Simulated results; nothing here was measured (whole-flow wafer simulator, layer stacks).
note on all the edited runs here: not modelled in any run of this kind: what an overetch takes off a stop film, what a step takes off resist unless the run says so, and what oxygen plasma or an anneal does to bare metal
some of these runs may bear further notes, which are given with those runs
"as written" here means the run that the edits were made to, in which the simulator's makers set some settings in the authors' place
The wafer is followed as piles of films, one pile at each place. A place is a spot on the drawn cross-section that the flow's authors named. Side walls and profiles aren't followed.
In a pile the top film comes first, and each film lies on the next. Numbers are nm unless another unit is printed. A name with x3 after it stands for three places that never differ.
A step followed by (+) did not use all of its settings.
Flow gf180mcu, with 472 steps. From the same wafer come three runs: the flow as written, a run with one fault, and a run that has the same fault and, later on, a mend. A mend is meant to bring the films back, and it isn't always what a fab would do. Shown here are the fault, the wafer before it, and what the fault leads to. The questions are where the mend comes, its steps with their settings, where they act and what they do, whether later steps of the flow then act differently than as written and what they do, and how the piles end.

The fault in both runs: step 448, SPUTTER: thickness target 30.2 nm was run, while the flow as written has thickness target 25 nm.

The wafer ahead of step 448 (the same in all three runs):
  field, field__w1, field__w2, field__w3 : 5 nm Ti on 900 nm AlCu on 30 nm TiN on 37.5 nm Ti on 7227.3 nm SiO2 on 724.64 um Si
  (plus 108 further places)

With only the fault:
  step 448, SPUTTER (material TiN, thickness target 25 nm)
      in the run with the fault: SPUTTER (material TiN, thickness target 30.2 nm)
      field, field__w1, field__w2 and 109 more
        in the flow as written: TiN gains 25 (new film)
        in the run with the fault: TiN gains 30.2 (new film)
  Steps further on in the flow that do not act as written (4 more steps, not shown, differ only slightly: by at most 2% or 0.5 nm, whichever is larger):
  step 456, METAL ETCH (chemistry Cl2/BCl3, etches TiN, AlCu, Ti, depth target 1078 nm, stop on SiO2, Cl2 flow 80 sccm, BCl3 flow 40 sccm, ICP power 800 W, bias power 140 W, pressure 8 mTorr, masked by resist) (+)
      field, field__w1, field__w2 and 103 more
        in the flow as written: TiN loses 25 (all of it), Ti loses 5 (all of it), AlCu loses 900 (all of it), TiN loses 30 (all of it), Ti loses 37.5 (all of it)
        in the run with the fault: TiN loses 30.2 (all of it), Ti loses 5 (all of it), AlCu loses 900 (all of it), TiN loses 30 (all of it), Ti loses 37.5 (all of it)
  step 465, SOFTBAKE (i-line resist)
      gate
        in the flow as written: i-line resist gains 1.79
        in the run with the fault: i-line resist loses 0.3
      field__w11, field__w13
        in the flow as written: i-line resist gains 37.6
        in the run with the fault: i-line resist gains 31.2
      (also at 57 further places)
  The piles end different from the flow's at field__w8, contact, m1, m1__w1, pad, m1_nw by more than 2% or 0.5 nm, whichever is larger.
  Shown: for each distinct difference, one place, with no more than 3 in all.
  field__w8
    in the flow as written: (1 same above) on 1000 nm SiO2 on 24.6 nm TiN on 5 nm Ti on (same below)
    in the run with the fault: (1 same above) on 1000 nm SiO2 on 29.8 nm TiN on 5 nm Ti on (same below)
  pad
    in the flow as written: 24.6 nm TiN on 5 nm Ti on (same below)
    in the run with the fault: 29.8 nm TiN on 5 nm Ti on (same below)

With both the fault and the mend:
  The mend stands after step 448.
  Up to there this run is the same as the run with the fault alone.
  step 448a, METAL ETCH (chemistry Cl2/BCl3, etches TiN, AlCu, Ti, depth target 5.2 nm, Cl2 flow 80 sccm, BCl3 flow 40 sccm, ICP power 800 W, bias power 140 W, pressure 8 mTorr) (the flow's step 260 again, with other settings)
      field, field__w1, field__w2 and 109 more
        TiN loses 5.2
  Every later step of the flow that is run acts as written at every place that is followed.
  At every place that both follow, the piles at the end match the flow's.
